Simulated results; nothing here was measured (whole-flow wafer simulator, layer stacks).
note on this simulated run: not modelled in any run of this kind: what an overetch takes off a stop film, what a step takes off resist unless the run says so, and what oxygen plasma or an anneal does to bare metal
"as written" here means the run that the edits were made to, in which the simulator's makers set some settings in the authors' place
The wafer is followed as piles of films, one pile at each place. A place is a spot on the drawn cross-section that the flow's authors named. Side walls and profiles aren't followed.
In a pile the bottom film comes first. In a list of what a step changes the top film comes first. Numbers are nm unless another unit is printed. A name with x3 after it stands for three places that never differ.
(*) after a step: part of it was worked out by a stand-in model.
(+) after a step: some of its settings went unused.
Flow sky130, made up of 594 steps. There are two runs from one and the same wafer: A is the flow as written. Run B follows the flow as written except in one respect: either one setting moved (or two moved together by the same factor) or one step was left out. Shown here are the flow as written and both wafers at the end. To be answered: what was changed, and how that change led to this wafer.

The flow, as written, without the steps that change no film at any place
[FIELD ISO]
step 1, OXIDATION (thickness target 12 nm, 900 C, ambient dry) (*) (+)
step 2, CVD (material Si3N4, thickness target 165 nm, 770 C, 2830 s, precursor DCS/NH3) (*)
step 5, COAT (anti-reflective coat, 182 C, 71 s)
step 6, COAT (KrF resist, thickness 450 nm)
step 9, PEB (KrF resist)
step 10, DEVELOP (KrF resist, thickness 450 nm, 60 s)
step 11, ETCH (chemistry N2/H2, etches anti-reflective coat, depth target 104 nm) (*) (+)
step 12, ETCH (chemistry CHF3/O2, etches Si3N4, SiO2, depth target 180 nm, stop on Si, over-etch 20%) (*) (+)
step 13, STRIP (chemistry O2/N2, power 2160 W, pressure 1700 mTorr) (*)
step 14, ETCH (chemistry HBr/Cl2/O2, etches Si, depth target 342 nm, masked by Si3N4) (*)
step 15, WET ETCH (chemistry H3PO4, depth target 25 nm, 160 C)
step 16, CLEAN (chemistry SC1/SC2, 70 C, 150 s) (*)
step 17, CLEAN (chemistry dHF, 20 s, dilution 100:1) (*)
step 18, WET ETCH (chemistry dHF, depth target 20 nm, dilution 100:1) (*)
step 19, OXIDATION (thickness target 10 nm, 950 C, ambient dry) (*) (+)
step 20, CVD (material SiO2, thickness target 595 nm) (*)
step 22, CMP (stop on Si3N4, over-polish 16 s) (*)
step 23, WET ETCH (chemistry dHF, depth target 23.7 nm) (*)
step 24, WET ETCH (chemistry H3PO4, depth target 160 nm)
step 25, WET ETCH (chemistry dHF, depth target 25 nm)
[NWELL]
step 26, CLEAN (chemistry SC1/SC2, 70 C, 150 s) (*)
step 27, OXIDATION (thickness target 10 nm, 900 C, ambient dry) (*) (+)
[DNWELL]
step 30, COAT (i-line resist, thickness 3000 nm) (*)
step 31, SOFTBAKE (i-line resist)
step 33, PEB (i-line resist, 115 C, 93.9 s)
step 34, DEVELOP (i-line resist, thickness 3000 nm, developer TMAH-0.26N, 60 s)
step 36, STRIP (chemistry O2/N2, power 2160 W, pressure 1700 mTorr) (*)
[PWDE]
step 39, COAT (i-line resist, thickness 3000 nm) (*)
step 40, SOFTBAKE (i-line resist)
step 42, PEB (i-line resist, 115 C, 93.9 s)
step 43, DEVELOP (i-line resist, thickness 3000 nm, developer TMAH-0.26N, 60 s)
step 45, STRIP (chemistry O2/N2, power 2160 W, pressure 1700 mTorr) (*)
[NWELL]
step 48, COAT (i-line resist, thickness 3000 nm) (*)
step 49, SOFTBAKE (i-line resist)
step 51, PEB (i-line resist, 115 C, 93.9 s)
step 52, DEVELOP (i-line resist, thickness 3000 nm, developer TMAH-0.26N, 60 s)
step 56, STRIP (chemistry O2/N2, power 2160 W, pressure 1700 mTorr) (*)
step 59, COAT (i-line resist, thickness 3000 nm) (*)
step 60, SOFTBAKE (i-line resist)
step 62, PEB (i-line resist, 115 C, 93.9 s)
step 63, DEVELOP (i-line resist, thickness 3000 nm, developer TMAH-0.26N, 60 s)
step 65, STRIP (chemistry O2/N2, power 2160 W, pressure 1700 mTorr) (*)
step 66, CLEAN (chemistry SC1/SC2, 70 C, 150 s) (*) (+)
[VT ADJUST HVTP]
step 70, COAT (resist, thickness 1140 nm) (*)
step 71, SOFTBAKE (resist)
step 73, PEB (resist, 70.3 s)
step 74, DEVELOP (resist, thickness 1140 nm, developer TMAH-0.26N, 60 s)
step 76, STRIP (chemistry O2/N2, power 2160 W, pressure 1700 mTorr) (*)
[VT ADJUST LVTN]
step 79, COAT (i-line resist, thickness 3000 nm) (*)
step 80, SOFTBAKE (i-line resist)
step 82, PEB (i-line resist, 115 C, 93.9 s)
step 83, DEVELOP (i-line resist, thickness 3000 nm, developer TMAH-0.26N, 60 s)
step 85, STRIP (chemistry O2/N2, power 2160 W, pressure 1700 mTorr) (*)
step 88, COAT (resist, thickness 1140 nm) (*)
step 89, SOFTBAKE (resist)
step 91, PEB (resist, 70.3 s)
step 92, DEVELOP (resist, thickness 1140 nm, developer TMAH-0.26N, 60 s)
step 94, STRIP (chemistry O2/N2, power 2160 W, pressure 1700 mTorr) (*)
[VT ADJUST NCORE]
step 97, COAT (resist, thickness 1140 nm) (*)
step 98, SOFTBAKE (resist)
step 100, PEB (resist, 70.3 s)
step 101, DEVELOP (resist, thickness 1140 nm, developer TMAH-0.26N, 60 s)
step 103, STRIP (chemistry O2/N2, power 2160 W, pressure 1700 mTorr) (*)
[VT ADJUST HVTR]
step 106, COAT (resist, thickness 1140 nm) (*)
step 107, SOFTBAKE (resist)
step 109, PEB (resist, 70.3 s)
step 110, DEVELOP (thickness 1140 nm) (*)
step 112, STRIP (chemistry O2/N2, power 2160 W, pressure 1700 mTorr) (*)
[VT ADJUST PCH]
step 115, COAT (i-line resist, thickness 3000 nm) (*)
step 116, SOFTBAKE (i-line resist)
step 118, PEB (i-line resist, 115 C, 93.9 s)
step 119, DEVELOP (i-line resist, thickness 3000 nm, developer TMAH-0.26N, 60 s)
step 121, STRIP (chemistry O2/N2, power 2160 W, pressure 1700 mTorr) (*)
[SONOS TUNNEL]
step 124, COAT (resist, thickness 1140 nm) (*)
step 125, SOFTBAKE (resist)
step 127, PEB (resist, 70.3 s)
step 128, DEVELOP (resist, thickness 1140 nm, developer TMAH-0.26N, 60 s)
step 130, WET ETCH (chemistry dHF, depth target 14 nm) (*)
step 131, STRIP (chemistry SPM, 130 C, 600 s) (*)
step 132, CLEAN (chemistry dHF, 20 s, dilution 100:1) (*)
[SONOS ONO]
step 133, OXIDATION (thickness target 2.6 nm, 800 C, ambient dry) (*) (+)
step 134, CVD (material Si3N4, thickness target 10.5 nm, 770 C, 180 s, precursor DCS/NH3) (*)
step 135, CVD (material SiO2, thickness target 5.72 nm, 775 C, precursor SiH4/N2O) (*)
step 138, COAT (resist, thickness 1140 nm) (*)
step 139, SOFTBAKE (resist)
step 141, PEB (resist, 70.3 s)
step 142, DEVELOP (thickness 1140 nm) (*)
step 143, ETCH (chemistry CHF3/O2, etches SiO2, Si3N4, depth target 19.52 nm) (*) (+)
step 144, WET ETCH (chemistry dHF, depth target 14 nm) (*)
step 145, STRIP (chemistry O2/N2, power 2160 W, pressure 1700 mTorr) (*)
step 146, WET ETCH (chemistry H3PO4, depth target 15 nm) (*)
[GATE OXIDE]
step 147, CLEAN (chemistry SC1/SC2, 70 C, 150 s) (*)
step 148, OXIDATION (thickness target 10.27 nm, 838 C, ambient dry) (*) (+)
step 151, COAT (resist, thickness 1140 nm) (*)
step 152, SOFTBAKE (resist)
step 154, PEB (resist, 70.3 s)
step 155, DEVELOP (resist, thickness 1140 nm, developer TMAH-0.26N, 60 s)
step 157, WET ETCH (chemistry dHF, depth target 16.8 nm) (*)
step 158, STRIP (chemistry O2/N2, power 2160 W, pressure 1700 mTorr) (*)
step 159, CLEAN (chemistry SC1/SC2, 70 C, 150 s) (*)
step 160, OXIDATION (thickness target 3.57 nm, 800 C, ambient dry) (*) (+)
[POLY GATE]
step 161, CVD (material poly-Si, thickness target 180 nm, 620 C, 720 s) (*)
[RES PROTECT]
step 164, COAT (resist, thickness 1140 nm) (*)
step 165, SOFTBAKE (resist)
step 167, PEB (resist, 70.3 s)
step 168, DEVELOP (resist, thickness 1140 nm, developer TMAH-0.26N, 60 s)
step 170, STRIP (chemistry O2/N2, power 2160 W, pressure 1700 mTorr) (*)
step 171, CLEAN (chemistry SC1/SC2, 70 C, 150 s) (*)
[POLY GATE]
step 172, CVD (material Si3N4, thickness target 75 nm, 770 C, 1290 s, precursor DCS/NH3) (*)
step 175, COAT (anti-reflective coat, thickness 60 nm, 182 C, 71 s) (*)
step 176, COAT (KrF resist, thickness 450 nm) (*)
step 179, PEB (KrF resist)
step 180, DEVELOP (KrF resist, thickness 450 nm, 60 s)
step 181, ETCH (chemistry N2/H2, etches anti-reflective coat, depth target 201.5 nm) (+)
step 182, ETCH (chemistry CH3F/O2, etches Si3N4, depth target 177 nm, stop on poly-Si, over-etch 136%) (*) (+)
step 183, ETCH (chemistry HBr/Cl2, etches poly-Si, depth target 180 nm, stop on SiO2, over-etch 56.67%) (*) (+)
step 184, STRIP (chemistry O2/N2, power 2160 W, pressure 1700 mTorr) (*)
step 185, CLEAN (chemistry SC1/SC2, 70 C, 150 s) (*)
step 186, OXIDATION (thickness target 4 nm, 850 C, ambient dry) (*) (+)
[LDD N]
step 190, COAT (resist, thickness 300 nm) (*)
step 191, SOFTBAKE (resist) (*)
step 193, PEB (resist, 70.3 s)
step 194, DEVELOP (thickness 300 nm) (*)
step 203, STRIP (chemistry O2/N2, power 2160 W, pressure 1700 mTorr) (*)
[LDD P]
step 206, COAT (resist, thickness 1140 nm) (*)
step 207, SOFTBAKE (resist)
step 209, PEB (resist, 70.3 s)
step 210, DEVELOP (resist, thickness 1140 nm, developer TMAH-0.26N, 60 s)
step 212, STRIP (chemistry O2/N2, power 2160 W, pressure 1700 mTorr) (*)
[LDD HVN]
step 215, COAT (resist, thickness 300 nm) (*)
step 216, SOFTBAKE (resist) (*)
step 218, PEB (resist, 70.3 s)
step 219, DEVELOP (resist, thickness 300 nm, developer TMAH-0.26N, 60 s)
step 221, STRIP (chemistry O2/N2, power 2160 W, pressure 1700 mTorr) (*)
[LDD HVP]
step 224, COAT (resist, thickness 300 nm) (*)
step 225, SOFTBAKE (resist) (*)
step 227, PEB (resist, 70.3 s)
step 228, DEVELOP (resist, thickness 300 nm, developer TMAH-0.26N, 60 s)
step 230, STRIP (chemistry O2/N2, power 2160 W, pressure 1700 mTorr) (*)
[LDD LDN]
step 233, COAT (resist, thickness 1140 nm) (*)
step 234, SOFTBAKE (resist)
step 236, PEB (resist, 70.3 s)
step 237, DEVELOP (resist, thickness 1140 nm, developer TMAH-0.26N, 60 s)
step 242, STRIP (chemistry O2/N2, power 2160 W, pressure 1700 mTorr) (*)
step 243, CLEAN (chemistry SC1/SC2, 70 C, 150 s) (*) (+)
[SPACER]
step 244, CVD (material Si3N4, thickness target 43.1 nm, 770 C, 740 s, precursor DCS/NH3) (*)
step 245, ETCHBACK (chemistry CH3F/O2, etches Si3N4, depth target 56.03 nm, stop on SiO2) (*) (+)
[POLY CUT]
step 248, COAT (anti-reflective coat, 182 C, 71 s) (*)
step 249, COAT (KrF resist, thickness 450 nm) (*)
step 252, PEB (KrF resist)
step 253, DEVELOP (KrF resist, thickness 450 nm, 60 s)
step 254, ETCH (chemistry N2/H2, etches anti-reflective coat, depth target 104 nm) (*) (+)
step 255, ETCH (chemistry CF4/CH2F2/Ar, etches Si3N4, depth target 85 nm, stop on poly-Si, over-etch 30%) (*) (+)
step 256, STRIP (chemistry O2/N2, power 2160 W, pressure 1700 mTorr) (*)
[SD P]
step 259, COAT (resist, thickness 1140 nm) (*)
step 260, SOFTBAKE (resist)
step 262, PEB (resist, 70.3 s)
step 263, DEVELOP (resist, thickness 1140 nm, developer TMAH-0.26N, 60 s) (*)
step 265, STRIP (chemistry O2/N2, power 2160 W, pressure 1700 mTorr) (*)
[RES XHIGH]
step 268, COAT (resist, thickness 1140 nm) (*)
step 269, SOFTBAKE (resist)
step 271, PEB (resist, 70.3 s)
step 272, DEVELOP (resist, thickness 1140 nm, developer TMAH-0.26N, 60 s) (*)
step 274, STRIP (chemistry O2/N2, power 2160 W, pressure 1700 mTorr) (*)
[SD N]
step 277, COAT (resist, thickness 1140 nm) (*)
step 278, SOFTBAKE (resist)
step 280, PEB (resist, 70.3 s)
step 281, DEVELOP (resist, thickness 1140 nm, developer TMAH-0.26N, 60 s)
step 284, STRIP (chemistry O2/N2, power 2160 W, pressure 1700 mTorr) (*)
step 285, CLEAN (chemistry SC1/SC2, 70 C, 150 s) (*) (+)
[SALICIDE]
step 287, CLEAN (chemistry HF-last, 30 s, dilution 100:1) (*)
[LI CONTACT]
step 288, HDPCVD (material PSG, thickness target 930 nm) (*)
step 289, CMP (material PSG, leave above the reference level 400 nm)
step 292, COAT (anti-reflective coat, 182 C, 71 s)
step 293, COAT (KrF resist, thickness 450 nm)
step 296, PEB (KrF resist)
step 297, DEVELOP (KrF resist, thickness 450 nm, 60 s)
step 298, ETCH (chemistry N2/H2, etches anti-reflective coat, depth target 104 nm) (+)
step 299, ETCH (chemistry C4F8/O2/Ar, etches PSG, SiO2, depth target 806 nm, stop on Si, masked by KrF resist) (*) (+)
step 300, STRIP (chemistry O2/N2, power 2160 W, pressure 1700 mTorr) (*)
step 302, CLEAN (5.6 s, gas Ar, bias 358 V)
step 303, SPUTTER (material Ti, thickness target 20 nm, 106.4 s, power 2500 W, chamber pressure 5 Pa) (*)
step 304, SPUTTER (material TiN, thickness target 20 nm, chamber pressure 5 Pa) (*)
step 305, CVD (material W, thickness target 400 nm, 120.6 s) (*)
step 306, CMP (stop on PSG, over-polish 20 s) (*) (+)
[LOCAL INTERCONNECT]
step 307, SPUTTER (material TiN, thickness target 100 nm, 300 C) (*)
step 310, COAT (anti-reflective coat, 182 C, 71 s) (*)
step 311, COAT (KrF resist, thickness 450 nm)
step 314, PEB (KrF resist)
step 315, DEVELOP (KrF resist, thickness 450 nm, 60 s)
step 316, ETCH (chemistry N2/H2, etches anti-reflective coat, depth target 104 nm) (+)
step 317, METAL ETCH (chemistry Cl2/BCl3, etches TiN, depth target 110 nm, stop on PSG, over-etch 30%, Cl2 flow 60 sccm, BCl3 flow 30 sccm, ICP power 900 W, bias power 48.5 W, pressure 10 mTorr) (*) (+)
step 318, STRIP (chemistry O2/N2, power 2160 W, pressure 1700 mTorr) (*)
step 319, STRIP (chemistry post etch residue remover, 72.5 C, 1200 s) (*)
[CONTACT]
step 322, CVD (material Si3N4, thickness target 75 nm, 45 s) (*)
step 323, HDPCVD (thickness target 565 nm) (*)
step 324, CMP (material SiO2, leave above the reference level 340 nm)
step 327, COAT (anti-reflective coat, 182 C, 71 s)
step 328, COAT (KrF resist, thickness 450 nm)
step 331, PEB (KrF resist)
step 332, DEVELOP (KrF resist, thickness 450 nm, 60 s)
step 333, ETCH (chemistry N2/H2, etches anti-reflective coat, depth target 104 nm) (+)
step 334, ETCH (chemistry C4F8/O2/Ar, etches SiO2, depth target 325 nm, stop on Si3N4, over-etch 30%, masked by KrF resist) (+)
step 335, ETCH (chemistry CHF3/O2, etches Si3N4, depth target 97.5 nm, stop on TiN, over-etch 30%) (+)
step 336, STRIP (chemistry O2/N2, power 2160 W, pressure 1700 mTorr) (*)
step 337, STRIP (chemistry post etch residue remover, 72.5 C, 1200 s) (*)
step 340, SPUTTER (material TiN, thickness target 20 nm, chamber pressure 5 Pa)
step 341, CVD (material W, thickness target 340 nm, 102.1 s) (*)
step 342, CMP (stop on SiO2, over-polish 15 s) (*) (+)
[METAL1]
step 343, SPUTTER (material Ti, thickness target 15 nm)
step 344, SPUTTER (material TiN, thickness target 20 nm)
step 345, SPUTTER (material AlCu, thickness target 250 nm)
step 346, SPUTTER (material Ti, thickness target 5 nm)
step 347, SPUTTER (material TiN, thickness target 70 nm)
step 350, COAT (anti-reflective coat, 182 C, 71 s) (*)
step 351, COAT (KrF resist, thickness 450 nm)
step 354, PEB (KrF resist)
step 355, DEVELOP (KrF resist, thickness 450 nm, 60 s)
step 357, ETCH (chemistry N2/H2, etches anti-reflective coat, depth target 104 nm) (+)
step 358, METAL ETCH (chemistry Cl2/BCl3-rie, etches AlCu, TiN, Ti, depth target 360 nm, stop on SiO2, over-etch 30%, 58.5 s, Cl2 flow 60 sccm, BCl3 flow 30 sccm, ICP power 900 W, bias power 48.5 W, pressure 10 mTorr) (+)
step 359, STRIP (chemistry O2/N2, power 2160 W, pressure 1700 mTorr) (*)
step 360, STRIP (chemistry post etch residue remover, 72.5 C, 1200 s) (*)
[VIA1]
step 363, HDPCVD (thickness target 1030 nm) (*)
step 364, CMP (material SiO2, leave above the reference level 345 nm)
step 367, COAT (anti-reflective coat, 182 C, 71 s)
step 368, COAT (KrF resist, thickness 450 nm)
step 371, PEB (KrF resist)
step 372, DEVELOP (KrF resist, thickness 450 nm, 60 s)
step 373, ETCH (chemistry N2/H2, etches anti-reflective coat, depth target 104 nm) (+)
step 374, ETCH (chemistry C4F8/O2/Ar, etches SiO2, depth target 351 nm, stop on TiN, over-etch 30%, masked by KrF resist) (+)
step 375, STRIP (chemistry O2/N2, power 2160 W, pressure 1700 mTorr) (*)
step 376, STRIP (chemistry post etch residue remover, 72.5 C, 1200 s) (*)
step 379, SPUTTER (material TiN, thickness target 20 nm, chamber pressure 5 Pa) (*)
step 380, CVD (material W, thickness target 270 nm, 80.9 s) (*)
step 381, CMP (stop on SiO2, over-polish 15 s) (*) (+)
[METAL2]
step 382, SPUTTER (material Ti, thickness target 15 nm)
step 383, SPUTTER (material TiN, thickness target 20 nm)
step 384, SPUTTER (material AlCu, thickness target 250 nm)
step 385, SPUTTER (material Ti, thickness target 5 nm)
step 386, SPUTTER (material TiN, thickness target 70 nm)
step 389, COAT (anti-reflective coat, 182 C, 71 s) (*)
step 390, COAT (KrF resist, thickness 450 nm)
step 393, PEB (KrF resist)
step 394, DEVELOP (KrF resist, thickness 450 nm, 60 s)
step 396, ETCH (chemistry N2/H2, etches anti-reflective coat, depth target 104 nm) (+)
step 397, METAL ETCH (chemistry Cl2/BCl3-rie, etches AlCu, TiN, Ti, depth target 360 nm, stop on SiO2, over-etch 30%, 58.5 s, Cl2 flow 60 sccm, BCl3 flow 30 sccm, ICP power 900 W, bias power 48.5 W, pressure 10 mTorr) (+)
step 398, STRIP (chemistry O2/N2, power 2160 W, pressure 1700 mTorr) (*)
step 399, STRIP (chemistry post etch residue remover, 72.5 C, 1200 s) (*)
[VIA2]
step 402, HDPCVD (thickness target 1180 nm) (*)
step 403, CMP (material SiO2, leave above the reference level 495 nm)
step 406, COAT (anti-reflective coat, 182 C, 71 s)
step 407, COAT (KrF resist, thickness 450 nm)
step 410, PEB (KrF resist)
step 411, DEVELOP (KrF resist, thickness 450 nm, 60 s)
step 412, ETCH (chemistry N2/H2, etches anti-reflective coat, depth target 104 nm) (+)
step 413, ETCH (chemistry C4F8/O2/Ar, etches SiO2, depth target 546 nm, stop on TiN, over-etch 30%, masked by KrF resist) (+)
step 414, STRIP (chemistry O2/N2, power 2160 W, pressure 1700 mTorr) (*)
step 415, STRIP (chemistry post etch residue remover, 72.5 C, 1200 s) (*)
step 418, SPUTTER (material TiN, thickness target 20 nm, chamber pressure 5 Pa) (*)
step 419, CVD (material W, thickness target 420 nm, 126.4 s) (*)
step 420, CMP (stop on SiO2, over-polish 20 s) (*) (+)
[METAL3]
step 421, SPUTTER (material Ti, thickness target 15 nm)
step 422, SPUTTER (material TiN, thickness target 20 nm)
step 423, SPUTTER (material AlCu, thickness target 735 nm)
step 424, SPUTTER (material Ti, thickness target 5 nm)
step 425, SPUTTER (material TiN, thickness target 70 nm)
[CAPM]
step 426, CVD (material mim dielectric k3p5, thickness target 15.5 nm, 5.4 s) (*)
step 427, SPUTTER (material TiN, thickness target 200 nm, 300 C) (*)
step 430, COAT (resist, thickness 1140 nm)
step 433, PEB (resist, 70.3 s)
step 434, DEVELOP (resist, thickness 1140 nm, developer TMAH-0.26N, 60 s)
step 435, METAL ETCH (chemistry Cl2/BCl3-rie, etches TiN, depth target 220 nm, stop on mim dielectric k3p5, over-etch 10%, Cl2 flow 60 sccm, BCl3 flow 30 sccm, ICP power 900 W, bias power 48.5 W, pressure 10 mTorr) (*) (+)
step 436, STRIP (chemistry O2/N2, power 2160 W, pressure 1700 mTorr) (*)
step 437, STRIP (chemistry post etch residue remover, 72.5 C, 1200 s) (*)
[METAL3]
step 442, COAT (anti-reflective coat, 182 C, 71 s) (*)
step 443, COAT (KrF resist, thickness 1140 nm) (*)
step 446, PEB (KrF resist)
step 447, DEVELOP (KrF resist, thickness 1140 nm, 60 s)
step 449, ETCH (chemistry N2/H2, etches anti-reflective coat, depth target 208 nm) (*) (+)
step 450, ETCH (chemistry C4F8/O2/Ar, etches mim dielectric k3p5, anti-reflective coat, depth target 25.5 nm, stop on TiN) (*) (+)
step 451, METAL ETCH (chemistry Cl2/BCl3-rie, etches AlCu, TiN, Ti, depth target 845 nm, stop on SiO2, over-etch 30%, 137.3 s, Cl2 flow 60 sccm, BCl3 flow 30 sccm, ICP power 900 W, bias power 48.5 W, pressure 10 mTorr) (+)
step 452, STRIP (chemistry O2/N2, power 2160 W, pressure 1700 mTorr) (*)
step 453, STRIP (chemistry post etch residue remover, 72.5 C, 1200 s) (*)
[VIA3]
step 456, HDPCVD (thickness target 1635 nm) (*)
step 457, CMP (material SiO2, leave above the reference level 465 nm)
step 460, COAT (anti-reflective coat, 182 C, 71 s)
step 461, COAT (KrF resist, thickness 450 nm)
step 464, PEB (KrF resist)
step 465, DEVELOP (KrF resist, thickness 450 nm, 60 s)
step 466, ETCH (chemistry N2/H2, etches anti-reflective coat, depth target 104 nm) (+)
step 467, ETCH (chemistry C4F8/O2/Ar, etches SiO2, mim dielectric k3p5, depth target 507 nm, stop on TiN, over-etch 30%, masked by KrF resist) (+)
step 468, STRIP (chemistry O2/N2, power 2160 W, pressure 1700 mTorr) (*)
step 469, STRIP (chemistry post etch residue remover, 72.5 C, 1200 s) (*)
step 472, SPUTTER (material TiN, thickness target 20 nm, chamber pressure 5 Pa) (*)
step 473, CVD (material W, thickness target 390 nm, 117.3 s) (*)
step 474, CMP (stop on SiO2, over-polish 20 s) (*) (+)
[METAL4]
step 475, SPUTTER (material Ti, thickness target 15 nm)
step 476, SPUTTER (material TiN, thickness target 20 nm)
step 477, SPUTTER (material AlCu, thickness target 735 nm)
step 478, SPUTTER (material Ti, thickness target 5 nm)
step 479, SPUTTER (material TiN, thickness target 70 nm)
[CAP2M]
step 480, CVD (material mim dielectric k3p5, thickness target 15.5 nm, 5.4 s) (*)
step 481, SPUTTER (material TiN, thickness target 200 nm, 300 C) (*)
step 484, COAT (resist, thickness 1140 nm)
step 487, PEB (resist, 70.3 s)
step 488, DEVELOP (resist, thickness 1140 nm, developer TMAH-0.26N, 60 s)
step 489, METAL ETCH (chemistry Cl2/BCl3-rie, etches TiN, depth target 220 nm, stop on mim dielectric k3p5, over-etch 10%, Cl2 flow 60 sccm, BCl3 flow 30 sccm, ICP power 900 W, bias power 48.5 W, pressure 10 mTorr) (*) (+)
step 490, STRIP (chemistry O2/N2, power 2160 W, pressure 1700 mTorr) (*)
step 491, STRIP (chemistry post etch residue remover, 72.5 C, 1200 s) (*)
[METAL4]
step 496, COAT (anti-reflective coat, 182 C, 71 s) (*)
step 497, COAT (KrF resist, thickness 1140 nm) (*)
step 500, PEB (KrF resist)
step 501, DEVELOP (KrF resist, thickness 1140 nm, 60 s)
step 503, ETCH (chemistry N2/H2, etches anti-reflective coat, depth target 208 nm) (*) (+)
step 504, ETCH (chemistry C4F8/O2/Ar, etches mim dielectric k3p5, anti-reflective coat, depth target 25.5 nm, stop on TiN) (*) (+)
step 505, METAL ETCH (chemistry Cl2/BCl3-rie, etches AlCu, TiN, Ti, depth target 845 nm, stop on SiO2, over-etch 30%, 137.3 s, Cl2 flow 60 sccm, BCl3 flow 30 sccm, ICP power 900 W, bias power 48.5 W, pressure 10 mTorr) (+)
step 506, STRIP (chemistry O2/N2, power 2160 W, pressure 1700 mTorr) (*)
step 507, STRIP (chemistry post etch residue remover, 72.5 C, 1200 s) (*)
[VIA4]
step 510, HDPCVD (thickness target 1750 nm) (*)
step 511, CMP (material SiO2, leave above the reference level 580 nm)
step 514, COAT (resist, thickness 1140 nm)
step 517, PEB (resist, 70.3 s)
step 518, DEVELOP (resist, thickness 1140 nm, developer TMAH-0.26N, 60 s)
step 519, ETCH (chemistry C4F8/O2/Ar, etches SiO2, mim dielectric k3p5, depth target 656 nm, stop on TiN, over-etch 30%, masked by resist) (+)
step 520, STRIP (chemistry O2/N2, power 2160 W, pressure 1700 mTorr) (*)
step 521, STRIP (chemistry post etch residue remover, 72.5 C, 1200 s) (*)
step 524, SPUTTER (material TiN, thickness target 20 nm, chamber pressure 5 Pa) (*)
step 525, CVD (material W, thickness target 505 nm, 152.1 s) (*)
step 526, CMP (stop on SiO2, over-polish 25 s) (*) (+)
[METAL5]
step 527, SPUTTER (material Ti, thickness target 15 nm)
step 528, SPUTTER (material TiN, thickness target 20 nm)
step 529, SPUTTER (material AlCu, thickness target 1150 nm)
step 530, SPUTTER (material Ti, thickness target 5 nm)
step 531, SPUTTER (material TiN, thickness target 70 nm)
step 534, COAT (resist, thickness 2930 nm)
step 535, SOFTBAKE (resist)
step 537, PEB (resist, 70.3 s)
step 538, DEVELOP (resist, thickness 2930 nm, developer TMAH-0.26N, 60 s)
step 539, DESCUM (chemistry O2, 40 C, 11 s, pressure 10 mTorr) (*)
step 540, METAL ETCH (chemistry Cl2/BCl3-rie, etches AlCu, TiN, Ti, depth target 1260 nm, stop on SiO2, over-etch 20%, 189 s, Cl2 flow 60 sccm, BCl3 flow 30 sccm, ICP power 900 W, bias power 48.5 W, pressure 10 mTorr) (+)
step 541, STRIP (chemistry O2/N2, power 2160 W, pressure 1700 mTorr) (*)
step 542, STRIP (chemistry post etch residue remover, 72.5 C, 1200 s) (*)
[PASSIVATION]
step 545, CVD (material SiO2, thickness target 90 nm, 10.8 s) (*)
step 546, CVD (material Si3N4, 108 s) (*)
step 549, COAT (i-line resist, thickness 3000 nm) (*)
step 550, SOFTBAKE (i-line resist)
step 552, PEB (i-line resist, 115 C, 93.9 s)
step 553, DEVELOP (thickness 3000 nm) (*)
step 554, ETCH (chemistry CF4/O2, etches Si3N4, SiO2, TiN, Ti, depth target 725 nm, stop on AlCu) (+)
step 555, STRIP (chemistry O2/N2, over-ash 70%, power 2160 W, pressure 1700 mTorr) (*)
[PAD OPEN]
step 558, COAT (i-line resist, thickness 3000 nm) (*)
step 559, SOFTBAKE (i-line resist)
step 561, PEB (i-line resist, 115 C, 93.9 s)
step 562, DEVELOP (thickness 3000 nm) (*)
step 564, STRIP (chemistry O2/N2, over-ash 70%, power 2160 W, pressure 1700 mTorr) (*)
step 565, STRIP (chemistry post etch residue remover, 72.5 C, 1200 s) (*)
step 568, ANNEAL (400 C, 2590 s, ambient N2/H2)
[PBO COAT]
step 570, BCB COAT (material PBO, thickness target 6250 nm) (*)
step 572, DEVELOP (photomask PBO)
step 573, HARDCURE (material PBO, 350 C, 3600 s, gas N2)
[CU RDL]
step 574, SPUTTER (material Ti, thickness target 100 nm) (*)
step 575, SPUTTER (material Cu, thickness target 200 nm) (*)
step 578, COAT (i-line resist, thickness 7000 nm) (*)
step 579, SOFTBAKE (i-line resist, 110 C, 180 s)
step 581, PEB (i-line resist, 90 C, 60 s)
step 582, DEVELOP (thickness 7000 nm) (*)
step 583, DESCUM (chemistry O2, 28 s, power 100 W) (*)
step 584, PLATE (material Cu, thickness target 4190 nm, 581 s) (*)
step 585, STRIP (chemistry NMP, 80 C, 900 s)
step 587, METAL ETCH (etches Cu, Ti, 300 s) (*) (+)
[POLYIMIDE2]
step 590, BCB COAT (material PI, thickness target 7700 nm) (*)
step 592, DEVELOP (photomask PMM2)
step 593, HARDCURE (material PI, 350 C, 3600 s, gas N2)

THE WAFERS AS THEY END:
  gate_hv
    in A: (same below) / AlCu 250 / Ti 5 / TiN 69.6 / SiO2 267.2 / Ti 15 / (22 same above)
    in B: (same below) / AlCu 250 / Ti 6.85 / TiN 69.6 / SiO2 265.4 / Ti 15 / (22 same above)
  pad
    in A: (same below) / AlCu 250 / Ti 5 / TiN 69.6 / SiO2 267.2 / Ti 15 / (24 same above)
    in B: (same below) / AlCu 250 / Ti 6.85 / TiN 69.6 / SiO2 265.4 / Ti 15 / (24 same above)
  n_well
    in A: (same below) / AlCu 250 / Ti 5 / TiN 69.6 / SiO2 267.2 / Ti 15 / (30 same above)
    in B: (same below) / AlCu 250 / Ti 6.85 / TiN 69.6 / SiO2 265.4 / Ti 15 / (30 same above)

Cause: step 346, SPUTTER: thickness target 6.85 nm was run, though the flow has thickness target 5 nm.
The wafer itself shows it: gate_hv has Ti 6.85, and step 346 as written asks for 5 nm.

How this came from the change, step by step:
  step 346, SPUTTER (material Ti, thickness target 5 nm)
      field, active, n_well and 188 more: A Ti gains 5 (new film) | B Ti gains 6.85 (new film)
  step 358, METAL ETCH (chemistry Cl2/BCl3-rie, etches AlCu, TiN, Ti, depth target 360 nm, stop on SiO2, over-etch 30%, 58.5 s, Cl2 flow 60 sccm, BCl3 flow 30 sccm, ICP power 900 W, bias power 48.5 W, pressure 10 mTorr) (+)
      field, active, gate and 81 more: A TiN loses 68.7 (all of it), Ti loses 5 (all of it), AlCu loses 250 (all of it), TiN loses 20 (all of it), Ti loses 15 (all of it), SiO2 loses 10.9 | B TiN loses 68.7 (all of it), Ti loses 6.85 (all of it), AlCu loses 250 (all of it), TiN loses 20 (all of it), Ti loses 15 (all of it), SiO2 loses 10.7
